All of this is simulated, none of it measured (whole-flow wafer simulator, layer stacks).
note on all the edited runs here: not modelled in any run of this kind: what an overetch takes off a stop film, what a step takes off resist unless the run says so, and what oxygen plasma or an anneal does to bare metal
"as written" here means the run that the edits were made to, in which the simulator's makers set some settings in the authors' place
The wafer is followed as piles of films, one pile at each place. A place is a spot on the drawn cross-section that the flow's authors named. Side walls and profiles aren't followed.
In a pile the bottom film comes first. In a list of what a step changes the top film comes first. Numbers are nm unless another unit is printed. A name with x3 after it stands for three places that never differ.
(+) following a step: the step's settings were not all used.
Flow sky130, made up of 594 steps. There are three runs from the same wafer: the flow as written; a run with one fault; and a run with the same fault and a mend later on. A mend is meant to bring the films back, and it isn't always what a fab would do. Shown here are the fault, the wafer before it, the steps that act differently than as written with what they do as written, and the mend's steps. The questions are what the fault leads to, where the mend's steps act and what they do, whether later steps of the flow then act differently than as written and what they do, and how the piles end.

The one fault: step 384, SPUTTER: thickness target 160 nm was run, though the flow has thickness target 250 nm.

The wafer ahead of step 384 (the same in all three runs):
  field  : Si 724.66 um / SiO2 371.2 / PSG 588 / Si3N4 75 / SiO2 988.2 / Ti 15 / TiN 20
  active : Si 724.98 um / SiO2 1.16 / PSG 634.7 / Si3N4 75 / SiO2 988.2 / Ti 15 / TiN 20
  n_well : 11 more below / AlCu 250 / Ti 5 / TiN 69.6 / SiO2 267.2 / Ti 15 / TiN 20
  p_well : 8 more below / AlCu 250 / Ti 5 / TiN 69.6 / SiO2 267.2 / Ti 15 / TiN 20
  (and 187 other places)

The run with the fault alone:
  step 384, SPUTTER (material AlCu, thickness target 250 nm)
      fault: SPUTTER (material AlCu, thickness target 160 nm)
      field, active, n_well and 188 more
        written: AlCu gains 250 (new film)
        fault: AlCu gains 160 (new film)
  Steps further on in the flow that do not act as written:
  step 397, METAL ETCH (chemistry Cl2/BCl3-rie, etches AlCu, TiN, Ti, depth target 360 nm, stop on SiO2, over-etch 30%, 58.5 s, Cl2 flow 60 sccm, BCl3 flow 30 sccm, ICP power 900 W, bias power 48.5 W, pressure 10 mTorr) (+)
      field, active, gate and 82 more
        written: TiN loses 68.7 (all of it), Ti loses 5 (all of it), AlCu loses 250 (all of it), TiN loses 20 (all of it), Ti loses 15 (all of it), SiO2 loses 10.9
        fault: TiN loses 68.7 (all of it), Ti loses 5 (all of it), AlCu loses 160 (all of it), TiN loses 20 (all of it), Ti loses 15 (all of it), SiO2 loses 19.9
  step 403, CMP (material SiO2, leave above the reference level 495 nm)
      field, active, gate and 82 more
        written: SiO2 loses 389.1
        fault: SiO2 loses 470.1
  By the end, the piles at field, active, n_well and 190 more depart from the flow's by more than 2% or 0.5 nm, whichever is larger.
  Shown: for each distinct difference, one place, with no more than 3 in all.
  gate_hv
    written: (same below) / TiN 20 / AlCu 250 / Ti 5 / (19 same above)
    fault: (same below) / TiN 20 / AlCu 160 / Ti 5 / (19 same above)
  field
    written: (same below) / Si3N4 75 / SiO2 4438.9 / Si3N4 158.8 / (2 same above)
    fault: (same below) / Si3N4 75 / SiO2 4348.9 / Si3N4 158.8 / (2 same above)
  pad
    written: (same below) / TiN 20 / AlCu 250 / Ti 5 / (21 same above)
    fault: (same below) / TiN 20 / AlCu 160 / Ti 5 / (21 same above)

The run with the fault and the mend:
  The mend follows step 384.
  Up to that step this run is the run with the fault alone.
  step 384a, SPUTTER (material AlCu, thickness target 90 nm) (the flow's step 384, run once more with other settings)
      field, active, n_well and 188 more
        AlCu gains 90
  None of the later steps of the flow acts differently than as written at any place that is followed.
  At every place that both follow, the piles at the end match the flow's.
